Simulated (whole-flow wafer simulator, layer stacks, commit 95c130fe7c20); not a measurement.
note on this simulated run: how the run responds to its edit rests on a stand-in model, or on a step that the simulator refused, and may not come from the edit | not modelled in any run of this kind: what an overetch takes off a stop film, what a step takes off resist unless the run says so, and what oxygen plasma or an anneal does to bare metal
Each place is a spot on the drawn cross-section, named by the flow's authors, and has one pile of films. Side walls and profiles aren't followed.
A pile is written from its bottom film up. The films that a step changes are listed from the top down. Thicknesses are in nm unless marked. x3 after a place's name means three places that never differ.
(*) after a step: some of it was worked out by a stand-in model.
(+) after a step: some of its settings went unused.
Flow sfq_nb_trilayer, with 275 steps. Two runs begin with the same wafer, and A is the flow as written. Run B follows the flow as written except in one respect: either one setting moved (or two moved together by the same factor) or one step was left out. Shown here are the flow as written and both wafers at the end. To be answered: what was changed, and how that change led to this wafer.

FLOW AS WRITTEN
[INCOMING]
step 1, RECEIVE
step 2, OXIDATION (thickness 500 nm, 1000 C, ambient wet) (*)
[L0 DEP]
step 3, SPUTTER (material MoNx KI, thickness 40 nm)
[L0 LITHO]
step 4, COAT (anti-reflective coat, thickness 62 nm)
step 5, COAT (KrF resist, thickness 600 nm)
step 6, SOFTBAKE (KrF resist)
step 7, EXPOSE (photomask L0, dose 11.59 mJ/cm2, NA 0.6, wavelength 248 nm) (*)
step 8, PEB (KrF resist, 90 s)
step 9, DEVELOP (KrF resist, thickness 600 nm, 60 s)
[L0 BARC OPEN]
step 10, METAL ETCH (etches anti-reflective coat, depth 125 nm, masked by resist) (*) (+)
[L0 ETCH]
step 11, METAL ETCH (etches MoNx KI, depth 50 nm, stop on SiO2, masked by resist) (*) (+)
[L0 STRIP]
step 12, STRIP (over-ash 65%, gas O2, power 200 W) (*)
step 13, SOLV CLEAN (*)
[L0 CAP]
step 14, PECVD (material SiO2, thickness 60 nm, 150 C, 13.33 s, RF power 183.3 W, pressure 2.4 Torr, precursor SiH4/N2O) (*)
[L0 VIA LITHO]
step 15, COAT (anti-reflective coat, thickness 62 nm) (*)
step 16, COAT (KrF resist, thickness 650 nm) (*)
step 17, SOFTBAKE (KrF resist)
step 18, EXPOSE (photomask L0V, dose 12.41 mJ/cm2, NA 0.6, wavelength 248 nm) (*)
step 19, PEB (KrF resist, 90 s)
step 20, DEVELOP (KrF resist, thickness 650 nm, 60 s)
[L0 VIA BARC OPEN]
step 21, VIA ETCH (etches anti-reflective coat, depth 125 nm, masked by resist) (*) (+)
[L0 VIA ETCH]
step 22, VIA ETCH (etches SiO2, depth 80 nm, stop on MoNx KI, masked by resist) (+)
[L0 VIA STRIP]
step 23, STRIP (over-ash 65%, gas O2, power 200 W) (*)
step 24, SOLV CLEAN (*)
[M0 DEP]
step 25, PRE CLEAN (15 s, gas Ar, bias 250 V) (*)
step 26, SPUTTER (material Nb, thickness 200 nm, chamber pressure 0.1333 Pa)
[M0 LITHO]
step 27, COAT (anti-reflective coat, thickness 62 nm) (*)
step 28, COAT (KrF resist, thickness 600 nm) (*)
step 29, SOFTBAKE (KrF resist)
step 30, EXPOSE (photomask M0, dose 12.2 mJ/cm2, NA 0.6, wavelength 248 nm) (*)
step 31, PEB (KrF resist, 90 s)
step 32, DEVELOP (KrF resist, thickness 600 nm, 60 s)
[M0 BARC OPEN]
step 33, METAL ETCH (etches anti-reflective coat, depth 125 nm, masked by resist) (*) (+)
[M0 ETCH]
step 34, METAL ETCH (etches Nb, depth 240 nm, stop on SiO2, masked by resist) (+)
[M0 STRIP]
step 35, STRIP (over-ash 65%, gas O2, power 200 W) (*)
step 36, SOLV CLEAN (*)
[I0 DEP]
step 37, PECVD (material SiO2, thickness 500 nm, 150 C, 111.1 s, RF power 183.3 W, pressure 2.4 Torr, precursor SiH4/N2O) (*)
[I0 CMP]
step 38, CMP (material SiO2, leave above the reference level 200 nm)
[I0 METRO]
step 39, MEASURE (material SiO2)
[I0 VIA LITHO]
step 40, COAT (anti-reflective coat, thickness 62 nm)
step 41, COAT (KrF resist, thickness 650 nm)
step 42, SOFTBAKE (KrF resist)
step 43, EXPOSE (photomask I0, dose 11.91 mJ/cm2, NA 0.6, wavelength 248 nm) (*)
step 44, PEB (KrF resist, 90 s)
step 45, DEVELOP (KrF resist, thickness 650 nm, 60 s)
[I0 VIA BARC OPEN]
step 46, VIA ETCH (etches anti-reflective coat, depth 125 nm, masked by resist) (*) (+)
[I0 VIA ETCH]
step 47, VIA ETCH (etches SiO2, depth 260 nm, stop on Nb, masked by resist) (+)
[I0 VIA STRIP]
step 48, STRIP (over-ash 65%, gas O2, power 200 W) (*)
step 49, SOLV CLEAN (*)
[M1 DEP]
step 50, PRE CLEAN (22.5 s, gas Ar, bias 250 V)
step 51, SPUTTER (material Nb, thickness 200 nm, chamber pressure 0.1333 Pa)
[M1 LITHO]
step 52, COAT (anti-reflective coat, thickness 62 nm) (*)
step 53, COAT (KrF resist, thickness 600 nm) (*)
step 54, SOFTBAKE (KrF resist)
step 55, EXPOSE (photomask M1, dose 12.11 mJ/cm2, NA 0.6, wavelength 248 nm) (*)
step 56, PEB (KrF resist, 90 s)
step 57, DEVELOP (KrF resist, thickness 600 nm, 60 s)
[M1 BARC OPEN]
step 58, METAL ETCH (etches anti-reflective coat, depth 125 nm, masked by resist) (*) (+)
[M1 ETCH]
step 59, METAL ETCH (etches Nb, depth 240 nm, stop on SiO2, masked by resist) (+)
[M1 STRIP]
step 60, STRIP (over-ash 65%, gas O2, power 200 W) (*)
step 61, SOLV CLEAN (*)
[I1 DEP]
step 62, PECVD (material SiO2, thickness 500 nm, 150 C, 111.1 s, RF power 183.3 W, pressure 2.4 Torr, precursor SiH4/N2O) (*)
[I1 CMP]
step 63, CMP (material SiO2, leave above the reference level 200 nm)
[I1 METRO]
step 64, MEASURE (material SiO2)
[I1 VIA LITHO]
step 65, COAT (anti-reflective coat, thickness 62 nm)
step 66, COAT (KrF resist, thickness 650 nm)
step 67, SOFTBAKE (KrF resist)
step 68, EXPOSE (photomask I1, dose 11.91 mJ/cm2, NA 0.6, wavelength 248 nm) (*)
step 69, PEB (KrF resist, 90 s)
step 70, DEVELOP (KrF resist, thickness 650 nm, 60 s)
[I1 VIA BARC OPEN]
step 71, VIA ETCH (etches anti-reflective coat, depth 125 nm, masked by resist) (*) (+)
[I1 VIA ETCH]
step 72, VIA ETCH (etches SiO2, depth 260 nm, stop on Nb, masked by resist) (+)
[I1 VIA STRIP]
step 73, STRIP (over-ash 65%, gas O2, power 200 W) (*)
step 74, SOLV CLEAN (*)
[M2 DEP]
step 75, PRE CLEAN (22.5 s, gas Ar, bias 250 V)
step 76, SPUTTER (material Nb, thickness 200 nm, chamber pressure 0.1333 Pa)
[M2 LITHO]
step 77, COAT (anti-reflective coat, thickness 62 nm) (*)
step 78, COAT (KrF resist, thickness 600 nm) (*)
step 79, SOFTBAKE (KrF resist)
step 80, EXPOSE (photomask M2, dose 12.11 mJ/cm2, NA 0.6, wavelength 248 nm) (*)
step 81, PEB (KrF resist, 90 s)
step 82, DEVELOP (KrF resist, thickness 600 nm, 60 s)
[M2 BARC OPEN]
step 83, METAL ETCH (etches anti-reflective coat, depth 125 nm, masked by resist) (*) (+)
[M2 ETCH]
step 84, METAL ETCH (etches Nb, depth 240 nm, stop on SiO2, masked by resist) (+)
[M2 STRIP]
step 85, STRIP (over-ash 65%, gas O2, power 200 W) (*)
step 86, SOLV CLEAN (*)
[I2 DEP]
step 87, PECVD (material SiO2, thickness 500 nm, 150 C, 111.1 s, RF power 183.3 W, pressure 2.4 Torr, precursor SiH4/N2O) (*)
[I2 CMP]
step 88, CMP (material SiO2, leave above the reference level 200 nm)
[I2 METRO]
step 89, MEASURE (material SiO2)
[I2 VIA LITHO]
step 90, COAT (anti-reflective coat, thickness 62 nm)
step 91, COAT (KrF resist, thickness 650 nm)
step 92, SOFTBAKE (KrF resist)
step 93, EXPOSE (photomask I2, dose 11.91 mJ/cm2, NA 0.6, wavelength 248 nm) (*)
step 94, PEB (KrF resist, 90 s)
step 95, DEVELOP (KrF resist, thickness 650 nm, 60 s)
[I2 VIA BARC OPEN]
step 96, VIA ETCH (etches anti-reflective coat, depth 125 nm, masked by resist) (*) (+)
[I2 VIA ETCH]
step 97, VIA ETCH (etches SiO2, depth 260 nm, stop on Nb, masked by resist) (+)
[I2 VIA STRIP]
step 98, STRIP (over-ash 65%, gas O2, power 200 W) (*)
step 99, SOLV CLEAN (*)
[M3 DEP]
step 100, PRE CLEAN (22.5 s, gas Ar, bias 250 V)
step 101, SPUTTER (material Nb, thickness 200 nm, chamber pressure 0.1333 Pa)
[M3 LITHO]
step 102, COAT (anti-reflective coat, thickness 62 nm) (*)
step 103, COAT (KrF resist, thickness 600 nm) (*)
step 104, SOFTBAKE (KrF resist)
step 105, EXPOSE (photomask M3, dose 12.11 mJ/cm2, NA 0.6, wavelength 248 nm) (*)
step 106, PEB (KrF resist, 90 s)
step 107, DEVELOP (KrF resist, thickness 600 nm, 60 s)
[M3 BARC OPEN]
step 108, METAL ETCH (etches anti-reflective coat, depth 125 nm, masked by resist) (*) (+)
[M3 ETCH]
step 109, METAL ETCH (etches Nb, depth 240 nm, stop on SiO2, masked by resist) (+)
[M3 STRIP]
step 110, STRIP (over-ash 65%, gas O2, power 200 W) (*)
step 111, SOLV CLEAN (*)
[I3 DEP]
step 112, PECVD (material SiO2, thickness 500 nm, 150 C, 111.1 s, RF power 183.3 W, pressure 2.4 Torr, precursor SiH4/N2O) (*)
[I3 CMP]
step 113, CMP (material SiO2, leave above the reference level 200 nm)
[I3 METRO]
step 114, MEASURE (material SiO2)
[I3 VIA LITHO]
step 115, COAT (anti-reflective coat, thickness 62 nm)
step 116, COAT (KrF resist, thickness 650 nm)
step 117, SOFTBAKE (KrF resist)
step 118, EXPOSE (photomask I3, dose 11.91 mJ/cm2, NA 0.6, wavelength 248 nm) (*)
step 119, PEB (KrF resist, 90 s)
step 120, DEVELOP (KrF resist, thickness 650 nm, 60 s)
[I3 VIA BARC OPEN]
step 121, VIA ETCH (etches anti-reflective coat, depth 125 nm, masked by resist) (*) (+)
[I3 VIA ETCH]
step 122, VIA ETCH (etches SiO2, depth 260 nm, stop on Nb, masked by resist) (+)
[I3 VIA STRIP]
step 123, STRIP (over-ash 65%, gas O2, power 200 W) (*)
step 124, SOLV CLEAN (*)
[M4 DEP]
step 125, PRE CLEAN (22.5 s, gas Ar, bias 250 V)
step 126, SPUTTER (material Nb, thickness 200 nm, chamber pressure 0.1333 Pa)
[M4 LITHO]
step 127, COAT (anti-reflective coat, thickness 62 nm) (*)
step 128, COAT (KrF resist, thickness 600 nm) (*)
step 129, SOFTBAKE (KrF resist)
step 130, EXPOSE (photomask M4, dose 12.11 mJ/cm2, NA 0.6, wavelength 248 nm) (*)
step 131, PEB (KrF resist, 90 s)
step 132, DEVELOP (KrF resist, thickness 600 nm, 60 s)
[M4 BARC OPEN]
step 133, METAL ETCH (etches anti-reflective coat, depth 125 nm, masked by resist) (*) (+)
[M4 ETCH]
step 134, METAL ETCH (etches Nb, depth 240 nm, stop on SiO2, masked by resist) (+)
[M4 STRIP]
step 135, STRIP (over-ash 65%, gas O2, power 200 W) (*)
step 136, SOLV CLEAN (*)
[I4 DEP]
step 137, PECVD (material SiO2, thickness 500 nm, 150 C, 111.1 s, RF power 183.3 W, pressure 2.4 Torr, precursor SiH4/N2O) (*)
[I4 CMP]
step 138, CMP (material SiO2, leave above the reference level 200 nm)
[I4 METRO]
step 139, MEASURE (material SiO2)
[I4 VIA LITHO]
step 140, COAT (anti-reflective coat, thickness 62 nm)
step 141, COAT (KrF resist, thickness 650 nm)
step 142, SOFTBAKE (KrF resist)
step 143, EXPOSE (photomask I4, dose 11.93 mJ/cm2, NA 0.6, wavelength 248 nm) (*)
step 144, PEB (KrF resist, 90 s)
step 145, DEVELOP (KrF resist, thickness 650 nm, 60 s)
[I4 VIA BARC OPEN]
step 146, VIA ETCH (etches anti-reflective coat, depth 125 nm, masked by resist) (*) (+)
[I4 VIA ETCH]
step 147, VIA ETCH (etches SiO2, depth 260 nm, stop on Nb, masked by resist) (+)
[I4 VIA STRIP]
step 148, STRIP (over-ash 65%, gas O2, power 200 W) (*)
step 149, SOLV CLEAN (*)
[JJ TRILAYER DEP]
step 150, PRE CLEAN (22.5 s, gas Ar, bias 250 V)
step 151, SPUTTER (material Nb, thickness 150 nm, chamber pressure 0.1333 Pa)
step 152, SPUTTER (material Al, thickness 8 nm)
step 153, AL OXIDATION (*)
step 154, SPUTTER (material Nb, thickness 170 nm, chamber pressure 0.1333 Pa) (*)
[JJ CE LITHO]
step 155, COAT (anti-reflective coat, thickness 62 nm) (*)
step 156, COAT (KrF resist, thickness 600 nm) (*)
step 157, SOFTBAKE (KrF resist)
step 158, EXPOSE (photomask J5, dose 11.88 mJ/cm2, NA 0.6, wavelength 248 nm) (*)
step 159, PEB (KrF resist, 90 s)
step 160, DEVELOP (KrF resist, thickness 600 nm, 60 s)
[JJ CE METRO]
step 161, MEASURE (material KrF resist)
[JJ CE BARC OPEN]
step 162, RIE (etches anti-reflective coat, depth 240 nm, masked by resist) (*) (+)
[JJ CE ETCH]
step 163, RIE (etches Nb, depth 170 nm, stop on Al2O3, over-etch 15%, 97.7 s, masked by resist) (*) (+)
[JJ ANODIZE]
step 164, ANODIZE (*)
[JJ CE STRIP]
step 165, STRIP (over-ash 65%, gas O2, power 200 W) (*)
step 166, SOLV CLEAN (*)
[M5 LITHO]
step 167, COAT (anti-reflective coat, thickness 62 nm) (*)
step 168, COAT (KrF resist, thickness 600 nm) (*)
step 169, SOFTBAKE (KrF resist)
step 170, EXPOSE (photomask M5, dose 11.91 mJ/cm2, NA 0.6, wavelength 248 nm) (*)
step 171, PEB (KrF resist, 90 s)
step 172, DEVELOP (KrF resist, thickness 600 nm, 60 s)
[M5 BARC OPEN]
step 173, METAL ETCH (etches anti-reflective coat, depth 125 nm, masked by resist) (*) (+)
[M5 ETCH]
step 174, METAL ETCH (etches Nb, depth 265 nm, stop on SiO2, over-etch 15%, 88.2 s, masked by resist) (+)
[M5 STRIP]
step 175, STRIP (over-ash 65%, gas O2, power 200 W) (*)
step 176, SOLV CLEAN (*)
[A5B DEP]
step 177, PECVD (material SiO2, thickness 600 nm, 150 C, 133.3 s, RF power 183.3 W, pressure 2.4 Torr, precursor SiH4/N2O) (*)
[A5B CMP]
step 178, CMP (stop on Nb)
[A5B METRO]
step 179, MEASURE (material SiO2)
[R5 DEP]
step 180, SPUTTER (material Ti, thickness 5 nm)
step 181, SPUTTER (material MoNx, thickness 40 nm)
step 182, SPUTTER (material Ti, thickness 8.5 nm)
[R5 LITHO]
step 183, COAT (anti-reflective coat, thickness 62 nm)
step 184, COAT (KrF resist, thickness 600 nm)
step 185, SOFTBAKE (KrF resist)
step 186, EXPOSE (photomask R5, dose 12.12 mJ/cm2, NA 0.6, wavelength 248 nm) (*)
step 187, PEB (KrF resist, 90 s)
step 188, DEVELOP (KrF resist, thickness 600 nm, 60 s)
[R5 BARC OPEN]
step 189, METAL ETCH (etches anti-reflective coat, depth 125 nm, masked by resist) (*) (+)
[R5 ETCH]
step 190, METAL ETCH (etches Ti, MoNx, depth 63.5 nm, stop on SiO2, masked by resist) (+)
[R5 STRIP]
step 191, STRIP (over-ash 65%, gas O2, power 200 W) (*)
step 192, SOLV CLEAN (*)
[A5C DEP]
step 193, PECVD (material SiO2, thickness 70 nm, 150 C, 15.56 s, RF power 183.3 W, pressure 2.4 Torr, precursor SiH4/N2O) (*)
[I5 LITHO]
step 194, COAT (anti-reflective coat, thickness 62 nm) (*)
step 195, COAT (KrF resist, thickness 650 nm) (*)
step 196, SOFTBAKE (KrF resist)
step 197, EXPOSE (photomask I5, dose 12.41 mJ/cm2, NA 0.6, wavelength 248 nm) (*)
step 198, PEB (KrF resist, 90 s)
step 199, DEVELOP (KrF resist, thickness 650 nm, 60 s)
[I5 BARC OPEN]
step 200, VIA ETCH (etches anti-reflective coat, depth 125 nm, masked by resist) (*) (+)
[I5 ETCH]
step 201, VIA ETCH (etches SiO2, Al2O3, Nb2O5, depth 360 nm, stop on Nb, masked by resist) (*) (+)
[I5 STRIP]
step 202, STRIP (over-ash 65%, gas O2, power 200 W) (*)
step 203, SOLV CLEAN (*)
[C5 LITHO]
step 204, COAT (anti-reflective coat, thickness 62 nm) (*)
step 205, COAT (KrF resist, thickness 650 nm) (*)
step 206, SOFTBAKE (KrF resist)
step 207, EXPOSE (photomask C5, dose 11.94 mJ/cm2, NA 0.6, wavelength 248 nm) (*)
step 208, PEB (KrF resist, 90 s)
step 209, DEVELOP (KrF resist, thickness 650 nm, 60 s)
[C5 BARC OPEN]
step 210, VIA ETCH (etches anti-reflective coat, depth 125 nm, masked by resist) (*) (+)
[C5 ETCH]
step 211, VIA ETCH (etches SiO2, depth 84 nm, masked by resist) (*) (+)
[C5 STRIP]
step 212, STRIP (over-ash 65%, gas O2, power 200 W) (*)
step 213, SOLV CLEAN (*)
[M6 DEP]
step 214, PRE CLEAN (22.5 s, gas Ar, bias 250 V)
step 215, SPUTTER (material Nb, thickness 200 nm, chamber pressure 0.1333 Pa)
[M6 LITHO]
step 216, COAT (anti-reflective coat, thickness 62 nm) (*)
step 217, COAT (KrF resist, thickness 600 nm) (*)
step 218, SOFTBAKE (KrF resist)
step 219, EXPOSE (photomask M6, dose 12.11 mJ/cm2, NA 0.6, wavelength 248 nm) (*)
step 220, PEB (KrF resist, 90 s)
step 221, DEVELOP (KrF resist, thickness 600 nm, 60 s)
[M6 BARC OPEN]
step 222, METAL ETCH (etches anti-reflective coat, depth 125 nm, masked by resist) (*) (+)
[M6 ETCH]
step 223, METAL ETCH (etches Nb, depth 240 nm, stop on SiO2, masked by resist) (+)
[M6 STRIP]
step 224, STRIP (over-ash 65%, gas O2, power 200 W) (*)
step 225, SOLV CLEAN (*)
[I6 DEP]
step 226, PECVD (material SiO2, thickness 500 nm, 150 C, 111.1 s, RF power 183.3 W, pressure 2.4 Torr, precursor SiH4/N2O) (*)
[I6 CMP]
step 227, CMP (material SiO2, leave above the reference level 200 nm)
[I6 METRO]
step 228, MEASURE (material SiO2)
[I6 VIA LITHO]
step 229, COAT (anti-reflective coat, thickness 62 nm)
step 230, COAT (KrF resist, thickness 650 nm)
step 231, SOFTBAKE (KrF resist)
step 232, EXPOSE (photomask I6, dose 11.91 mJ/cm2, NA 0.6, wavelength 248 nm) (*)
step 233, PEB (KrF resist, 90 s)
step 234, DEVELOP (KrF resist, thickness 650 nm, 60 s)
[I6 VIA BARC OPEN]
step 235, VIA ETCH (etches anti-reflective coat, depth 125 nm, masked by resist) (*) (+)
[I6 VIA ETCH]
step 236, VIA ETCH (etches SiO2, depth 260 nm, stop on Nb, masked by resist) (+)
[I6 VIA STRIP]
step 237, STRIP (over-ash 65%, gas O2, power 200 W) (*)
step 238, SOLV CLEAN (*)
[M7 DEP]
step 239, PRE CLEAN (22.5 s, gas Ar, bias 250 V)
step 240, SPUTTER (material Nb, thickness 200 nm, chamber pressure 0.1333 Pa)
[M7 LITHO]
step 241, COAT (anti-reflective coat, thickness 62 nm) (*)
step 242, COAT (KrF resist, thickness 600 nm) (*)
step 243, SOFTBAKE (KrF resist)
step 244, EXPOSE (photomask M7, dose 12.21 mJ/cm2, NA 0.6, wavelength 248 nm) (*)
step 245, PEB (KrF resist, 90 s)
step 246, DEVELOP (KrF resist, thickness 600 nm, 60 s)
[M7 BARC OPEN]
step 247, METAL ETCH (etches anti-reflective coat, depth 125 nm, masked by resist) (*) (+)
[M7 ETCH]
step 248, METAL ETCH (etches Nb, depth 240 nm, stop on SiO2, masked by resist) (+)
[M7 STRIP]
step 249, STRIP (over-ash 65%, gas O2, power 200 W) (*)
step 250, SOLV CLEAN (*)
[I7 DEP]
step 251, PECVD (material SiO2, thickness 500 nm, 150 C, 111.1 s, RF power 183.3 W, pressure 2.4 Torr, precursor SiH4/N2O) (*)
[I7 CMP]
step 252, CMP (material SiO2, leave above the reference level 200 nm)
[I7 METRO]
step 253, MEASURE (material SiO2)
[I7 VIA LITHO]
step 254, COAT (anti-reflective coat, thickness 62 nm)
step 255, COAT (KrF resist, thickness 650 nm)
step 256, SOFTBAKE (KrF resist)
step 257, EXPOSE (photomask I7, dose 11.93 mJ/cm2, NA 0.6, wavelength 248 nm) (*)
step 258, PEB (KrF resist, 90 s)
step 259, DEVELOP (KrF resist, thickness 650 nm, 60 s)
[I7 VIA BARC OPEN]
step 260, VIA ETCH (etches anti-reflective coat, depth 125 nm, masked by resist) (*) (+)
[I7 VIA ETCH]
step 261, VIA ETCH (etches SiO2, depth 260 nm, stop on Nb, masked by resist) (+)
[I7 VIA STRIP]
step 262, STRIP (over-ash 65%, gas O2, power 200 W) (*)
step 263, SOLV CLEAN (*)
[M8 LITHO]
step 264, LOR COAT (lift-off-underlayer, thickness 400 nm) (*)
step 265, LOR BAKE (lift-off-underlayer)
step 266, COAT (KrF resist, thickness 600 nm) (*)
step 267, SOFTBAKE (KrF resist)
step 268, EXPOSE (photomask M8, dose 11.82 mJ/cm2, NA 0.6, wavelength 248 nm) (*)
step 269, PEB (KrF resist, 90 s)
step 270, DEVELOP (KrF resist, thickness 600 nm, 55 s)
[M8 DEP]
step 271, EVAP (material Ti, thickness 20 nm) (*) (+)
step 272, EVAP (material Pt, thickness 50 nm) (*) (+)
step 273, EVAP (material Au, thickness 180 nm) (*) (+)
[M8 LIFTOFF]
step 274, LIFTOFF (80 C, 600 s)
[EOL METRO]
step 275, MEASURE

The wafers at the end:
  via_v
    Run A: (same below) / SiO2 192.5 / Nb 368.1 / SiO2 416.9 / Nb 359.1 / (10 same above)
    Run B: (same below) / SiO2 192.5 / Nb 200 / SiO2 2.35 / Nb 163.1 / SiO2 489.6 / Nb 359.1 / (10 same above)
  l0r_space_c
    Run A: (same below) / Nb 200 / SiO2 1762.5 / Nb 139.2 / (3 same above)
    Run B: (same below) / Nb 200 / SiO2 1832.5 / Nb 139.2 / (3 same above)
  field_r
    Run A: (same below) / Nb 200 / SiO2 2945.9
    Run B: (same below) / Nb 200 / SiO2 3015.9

What caused this: step 63, CMP: leave above the reference level 270 nm was run, though the flow has leave above the reference level 200 nm.

How this came from the change, step by step:
  step 63, CMP (material SiO2, leave above the reference level 200 nm)
      field_l, be, be_sur and 72 more: A SiO2 loses 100 | B SiO2 loses 30
      v_sur, via_wl, via_wr and 20 more: A SiO2 loses 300 | B SiO2 loses 230
      (also at 8 further places)
  step 72, VIA ETCH (etches SiO2, depth 260 nm, stop on Nb, masked by resist) (+)
      via_v: A SiO2 loses 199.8 (all of it) | B SiO2 loses 260
  step 75, PRE CLEAN (22.5 s, gas Ar, bias 250 V)
      via_v: A Nb loses 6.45 | B SiO2 loses 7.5
  step 76, SPUTTER (material Nb, thickness 200 nm, chamber pressure 0.1333 Pa)
      via_v: A Nb gains 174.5 | B Nb gains 163.1 (new film)
  step 77, COAT (anti-reflective coat, thickness 62 nm) (*)
      via_sp: A anti-reflective coat gains 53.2 (new film) | B anti-reflective coat gains 51.9 (new film)
      via_v: A anti-reflective coat gains 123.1 (new film) | B anti-reflective coat gains 136.1 (new film)
      (also at 1 further place)
  step 78, COAT (KrF resist, thickness 600 nm) (*)
      via_v: A KrF resist gains 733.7 (new film) | B KrF resist gains 783.4 (new film)
  step 85, STRIP (over-ash 65%, gas O2, power 200 W) (*)
      via_sp: A KrF resist loses 374.4 (all of it), anti-reflective coat loses 53.2 (all of it) | B KrF resist loses 370.4 (all of it), anti-reflective coat loses 51.9 (all of it)
      via_v: A KrF resist loses 515.8 (all of it), anti-reflective coat loses 123.1 (all of it) | B KrF resist loses 565.3 (all of it), anti-reflective coat loses 136.1 (all of it)
      (also at 1 further place)
  step 87, PECVD (material SiO2, thickness 500 nm, 150 C, 111.1 s, RF power 183.3 W, pressure 2.4 Torr, precursor SiH4/N2O) (*)
      via_v: A SiO2 gains 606 (new film) | B SiO2 gains 678.7 (new film)
With metal films that touch counted as one body, via_v has 7 bodies (between them, from the top down: SiO2 437.8; SiO2 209 / Al2O3 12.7 / Nb2O5 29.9; SiO2 425.9; SiO2 489.6; SiO2 2.35; SiO2 192.5); the flow as written gives 6 bodies (between them, from the top down: SiO2 437.8; SiO2 209 / Al2O3 12.7 / Nb2O5 29.9; SiO2 425.9; SiO2 416.9; SiO2 192.5).
